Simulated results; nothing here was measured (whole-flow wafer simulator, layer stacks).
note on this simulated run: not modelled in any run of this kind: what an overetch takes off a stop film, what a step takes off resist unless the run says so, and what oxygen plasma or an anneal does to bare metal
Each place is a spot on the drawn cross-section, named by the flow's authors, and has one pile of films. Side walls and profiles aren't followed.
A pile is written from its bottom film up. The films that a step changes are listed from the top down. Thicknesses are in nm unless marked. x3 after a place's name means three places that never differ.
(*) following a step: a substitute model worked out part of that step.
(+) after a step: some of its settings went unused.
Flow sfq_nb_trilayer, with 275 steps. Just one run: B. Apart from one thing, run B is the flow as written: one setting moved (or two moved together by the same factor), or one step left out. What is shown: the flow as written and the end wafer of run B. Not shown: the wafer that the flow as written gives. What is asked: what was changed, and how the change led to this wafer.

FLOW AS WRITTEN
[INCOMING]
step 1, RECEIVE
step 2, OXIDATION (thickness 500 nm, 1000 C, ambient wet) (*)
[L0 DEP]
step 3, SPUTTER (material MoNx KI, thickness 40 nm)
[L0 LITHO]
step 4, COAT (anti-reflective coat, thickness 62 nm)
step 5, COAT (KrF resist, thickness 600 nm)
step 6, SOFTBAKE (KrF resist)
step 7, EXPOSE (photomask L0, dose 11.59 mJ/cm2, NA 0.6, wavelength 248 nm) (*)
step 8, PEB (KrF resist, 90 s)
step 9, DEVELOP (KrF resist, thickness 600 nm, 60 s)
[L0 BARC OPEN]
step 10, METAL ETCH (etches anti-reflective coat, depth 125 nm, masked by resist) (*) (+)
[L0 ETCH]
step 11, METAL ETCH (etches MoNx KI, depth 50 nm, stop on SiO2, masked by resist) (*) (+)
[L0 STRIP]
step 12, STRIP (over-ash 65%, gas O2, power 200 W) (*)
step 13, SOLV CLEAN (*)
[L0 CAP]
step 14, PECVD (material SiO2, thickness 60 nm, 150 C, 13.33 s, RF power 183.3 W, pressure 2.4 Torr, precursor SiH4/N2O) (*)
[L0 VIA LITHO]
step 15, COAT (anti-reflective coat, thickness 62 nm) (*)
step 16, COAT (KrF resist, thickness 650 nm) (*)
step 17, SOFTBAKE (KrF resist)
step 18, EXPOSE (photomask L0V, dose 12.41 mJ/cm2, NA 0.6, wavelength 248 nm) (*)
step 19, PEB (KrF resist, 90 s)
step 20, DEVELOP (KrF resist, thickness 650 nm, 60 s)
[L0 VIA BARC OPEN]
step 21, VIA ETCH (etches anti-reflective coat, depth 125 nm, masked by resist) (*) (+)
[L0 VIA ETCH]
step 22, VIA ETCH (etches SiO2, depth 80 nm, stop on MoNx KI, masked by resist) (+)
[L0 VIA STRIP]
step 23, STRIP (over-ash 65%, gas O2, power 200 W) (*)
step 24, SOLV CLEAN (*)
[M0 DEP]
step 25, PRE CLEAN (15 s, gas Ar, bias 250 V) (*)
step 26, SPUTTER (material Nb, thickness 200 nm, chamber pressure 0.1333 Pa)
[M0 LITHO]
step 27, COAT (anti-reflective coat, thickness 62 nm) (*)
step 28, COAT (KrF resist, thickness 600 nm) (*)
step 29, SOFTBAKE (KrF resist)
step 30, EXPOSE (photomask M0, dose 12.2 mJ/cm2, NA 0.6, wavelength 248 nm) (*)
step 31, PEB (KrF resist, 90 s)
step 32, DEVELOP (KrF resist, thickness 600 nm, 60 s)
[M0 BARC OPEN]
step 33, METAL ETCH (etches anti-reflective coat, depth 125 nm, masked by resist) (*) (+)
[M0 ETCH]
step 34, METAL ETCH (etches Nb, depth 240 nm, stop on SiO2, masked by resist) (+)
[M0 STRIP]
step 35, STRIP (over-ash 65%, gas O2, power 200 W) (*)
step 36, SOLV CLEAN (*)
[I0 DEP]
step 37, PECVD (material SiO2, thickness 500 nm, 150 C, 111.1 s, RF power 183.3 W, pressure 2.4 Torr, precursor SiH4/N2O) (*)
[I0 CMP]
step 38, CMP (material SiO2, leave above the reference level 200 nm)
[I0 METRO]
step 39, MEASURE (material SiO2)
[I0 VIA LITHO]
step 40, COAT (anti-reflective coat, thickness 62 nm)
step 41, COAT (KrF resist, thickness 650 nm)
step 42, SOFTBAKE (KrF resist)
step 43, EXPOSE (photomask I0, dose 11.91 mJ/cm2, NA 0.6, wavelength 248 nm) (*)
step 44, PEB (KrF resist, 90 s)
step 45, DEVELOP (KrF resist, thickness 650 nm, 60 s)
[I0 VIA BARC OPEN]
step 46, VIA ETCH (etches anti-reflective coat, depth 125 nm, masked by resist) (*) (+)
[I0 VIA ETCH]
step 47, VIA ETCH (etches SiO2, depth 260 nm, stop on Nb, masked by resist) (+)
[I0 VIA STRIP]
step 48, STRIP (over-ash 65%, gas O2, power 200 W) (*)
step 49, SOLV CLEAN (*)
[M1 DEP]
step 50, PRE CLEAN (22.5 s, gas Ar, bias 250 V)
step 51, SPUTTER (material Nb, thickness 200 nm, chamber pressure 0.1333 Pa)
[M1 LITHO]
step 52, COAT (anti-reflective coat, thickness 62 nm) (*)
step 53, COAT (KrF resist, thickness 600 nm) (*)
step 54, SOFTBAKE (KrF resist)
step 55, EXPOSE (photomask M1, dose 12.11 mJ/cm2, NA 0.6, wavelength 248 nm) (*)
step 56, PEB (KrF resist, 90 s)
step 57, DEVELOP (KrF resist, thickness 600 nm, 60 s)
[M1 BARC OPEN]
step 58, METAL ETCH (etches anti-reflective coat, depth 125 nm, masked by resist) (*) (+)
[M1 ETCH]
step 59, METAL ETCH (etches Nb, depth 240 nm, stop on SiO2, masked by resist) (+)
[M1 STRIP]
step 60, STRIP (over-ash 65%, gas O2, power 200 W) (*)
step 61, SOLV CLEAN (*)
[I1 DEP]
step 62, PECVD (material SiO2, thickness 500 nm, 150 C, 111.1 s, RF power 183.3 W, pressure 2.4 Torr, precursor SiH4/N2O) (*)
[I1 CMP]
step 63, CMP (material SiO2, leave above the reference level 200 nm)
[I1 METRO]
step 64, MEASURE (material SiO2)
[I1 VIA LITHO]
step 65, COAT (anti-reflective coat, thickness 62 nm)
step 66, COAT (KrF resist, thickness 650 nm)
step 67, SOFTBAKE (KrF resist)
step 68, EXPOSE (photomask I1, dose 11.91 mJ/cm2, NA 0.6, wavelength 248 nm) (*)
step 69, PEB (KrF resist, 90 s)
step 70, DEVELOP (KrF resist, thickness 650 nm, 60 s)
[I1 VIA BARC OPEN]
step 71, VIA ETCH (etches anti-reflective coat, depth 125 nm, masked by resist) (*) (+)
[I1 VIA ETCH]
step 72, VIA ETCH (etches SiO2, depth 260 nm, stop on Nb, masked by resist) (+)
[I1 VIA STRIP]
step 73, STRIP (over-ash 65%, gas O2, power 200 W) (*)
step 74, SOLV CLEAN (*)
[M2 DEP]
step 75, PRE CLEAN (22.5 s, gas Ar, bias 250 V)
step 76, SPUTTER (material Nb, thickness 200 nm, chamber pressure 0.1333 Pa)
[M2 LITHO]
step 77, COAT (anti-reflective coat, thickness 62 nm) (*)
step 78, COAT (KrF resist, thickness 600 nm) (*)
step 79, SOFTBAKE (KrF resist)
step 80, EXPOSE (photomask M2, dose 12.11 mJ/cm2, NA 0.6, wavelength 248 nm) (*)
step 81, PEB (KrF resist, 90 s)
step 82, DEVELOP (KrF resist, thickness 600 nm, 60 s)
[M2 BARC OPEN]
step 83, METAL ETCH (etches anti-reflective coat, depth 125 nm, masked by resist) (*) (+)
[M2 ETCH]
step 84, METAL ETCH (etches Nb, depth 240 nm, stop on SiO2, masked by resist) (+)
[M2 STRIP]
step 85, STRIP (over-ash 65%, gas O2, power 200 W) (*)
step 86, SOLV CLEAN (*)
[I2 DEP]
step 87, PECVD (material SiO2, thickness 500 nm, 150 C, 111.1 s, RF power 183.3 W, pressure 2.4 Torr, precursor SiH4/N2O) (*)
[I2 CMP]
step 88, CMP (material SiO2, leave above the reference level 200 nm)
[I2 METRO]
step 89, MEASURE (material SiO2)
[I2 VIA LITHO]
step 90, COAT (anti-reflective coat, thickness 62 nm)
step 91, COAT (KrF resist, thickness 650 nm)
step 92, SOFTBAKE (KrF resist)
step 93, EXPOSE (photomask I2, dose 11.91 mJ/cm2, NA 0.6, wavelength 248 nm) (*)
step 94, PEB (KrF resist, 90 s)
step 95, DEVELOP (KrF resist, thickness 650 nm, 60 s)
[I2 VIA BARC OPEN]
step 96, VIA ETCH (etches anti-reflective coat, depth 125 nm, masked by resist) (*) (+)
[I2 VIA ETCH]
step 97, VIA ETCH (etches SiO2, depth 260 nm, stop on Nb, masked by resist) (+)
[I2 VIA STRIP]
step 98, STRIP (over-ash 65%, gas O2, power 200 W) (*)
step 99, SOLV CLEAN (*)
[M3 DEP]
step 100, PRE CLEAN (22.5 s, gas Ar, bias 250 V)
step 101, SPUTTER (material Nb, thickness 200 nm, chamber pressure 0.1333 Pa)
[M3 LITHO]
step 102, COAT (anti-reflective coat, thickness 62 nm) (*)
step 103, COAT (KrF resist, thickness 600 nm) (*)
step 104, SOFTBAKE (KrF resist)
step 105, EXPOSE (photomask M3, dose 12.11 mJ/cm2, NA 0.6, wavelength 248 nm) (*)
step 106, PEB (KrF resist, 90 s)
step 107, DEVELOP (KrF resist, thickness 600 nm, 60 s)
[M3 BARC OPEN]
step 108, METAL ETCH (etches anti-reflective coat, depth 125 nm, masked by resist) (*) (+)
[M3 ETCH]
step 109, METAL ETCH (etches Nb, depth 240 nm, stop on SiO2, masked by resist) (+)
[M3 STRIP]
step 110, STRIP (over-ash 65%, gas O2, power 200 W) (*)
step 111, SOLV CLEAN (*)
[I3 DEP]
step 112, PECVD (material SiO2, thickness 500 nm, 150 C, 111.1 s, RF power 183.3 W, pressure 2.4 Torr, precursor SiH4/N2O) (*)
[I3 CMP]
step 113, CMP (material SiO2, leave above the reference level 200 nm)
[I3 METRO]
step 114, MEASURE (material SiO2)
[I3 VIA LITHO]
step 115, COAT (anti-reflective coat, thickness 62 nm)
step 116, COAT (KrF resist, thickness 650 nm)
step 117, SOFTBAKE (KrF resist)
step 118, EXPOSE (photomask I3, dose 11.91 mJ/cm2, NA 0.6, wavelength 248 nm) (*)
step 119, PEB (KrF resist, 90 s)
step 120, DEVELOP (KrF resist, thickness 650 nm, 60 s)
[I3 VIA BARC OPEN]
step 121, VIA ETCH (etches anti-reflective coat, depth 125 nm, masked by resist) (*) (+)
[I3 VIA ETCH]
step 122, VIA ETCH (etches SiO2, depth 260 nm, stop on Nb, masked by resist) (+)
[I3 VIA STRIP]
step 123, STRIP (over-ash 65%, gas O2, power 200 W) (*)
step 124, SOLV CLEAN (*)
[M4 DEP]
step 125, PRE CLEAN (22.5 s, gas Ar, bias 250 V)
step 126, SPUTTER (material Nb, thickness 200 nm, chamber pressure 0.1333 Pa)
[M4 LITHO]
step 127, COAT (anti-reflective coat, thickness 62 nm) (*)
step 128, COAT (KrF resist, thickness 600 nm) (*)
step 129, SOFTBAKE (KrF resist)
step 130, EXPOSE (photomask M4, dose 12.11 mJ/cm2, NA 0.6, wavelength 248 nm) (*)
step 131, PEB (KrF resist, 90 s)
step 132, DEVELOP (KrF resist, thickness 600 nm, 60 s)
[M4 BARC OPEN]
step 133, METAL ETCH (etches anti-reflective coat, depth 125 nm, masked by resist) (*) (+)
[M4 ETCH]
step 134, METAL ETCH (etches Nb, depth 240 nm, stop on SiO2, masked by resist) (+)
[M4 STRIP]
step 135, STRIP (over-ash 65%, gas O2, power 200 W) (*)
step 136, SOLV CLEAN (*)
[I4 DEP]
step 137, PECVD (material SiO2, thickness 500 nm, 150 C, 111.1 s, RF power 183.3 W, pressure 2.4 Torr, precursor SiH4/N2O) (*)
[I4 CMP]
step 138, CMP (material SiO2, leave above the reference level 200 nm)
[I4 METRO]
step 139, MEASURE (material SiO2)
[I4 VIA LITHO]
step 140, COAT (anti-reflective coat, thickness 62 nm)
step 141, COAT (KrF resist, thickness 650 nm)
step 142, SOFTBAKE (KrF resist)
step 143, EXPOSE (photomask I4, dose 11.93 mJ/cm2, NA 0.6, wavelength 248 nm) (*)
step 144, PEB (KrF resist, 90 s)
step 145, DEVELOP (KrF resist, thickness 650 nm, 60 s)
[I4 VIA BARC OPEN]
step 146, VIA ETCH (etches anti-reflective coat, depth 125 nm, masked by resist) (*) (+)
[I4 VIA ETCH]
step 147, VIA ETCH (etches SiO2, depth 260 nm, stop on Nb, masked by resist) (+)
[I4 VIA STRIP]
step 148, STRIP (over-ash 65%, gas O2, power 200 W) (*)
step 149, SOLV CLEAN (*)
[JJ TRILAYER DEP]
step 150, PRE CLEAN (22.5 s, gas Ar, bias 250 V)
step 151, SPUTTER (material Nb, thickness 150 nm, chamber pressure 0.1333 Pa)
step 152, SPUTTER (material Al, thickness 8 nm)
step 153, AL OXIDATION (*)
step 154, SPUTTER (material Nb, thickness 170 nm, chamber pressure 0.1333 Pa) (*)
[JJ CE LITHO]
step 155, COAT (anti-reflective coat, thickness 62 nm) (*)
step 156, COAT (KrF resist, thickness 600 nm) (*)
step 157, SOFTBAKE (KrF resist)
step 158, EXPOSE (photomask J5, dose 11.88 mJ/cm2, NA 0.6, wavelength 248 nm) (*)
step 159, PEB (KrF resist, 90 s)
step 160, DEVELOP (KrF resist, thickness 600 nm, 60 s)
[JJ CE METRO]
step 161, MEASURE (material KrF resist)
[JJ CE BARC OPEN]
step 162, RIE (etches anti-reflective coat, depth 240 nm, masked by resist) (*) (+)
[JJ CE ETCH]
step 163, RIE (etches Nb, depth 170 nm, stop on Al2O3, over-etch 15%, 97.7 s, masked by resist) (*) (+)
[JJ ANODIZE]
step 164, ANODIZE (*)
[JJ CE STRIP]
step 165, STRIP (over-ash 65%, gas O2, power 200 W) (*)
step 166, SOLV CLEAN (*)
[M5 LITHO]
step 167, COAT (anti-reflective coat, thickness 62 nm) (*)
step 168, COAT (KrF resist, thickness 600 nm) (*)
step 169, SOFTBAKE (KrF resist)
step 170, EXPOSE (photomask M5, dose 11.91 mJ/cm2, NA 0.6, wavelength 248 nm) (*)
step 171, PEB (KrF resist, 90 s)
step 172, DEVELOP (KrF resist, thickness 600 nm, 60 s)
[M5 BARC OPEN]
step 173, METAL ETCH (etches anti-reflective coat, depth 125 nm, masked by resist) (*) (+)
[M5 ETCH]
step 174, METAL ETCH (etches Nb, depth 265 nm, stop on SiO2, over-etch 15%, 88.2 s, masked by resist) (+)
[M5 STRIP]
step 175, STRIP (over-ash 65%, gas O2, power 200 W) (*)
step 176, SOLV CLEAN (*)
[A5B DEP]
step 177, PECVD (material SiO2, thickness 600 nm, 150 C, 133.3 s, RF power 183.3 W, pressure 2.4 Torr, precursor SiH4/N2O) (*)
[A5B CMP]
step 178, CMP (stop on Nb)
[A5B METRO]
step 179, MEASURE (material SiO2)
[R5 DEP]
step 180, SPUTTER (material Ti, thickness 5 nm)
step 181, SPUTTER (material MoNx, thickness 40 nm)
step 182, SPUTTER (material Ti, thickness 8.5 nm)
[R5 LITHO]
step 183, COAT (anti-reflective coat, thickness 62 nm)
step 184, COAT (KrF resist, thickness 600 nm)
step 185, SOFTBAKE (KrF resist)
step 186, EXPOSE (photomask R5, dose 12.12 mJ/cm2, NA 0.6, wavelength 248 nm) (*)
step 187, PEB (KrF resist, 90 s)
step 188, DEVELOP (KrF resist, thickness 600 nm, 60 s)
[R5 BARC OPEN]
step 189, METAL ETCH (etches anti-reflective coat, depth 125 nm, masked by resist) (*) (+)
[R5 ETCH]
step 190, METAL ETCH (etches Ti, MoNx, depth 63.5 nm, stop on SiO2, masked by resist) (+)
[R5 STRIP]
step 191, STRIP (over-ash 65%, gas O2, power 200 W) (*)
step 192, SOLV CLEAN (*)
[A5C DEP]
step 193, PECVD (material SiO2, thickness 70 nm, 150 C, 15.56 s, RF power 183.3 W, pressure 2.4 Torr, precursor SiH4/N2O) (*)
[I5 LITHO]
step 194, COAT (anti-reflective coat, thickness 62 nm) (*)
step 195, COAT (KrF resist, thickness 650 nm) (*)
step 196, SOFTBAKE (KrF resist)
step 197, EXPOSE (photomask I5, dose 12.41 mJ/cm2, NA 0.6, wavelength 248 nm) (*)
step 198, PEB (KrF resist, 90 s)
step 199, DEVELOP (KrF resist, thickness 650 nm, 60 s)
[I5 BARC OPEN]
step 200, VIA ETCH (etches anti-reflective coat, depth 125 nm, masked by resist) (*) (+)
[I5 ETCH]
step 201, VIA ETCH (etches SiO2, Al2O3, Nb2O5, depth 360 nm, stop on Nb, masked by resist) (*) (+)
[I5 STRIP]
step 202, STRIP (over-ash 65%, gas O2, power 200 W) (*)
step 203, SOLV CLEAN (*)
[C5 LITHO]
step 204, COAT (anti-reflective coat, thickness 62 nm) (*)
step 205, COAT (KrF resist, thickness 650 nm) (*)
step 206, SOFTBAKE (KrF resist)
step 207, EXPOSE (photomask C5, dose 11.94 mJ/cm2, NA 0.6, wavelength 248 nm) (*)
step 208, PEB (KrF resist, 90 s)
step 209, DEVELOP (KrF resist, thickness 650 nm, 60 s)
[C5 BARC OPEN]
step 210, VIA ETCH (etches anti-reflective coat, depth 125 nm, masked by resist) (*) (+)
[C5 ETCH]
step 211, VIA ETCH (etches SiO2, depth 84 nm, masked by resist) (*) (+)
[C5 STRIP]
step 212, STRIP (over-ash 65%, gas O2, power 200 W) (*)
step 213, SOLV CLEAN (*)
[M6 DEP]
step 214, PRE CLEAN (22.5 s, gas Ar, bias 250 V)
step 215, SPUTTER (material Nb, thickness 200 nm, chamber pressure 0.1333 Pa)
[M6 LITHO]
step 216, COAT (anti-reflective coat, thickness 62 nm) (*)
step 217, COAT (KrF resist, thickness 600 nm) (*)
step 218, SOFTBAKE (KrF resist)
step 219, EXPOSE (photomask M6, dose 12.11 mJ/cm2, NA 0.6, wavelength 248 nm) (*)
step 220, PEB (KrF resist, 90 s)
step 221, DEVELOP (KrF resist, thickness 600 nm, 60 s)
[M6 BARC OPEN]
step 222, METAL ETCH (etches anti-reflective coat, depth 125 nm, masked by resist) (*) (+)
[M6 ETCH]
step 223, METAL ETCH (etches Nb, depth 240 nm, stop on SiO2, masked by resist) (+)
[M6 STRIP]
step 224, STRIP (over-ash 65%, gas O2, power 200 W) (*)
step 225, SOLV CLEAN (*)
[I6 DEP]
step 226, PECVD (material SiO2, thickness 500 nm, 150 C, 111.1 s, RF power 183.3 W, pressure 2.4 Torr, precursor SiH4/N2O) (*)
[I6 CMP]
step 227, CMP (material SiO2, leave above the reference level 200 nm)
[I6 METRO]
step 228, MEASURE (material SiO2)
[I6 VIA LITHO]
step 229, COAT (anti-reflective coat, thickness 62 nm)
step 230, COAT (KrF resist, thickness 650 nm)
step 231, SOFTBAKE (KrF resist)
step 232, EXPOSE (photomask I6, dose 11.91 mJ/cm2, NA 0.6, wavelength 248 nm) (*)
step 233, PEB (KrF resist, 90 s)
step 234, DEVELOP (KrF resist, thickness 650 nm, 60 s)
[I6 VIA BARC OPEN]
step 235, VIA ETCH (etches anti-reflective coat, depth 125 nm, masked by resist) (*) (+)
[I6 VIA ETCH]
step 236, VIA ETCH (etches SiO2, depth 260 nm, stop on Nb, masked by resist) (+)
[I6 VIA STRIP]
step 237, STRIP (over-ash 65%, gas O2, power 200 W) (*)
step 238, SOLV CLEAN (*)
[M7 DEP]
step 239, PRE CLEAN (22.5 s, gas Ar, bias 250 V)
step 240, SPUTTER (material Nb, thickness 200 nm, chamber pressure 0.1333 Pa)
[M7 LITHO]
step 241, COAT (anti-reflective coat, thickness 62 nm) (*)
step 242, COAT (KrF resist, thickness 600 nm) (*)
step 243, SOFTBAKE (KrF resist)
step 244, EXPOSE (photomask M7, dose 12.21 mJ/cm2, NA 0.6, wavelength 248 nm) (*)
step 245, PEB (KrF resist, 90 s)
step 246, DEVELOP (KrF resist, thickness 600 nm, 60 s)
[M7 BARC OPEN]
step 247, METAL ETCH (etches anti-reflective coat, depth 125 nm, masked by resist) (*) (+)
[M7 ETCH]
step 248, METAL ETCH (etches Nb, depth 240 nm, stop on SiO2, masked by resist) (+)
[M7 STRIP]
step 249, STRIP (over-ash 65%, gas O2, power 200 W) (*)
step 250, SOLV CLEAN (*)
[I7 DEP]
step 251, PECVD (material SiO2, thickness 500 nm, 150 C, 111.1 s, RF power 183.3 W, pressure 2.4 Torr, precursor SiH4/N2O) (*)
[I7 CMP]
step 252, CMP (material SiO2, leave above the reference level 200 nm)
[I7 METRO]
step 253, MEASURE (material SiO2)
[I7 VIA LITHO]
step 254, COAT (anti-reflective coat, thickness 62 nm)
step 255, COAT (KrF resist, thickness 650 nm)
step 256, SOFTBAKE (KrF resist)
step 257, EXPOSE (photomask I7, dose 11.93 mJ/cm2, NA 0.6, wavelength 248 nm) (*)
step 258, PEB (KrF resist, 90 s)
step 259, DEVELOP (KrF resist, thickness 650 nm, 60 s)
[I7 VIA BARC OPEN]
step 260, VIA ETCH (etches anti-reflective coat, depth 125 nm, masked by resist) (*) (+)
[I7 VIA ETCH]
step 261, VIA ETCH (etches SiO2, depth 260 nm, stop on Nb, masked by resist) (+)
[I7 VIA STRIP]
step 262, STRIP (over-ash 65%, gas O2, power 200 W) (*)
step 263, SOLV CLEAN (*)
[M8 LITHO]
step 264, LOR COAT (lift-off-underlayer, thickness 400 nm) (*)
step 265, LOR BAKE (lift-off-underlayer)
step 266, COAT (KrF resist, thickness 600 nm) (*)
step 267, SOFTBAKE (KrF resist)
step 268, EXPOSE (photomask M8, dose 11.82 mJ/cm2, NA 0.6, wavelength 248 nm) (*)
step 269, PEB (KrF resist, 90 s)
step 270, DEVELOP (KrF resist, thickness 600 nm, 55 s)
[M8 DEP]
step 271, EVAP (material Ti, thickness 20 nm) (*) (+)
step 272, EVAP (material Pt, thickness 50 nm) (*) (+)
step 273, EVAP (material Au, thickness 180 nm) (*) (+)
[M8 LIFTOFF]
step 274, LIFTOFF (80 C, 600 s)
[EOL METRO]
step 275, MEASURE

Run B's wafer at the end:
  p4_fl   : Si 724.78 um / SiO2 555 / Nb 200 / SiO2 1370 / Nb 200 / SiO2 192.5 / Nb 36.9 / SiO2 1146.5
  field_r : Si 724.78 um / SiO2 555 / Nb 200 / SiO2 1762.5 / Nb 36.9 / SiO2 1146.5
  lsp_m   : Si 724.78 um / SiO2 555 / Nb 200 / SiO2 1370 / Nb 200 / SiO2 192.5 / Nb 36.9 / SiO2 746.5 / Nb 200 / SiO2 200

Cause: step 174, METAL ETCH: depth 126 nm was run, whereas the flow has depth 265 nm; step 174, METAL ETCH: 41.9 s was run, where the flow has 88.2 s.

How this came from the change, step by step:
  step 174, METAL ETCH (etches Nb, depth 265 nm, stop on SiO2, over-etch 15%, 88.2 s, masked by resist) (+)
      field_l, r_sur, res and 50 more: Al2O3 loses 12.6 (all of it), Nb2O5 loses 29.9 (all of it), Nb loses 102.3 (as written it would have been: Al2O3 loses 12.6 (all of it), Nb2O5 loses 29.9 (all of it), Nb loses 139.2 (all of it), SiO2 loses 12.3)
      v_sur, via_wl, via_w and 40 more: KrF resist loses 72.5 (as written it would have been: KrF resist loses 152.4)
      (also at 10 further places)
  step 175, STRIP (over-ash 65%, gas O2, power 200 W) (*)
      l0r_line_l, l0r_line_c, l0r_space_c and 27 more: KrF resist loses 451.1 (all of it), anti-reflective coat loses 62 (all of it) (as written it would have been: KrF resist loses 371.2 (all of it), anti-reflective coat loses 62 (all of it))
      v_sur: KrF resist loses 429.1 (all of it), anti-reflective coat loses 44.9 (all of it) (as written it would have been: KrF resist loses 349.2 (all of it), anti-reflective coat loses 44.9 (all of it))
      (also at 22 further places)
  step 177, PECVD (material SiO2, thickness 600 nm, 150 C, 133.3 s, RF power 183.3 W, pressure 2.4 Torr, precursor SiH4/N2O) (*)
      field_l, p4_fl, p4_fm and 39 more: SiO2 gains 600 (new film) (as written it would have been: SiO2 gains 600)
      r_sur, res, r_end, moat, field_r, lsp_l: SiO2 gains 600 (new film) (as written it would have been: SiO2 gains 592.9)
      (also at 5 further places)
  step 178, CMP (stop on Nb)
      field_l, p4_fl, p4_fm and 39 more: SiO2 loses 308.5 (as written it would have been: SiO2 loses 259.3)
      r_sur, res, r_end, moat, field_r, lsp_l: SiO2 loses 308.5 (as written it would have been: SiO2 loses 252.3)
      (also at 5 further places)
If metal films that touch count as one body, p4_fl has 3 bodies (between them, from the top down: SiO2 192.5; SiO2 1370); the flow as written gives 2 bodies (between them, from the top down: SiO2 1370).
If metal films that touch count as one body, field_r has 2 bodies (between them, from the top down: SiO2 1762.5); the flow as written gives 1 body.
If metal films that touch count as one body, lsp_m has 4 bodies (between them, from the top down: SiO2 746.5; SiO2 192.5; SiO2 1370); the flow as written gives 3 bodies (between them, from the top down: SiO2 975.9; SiO2 1370).
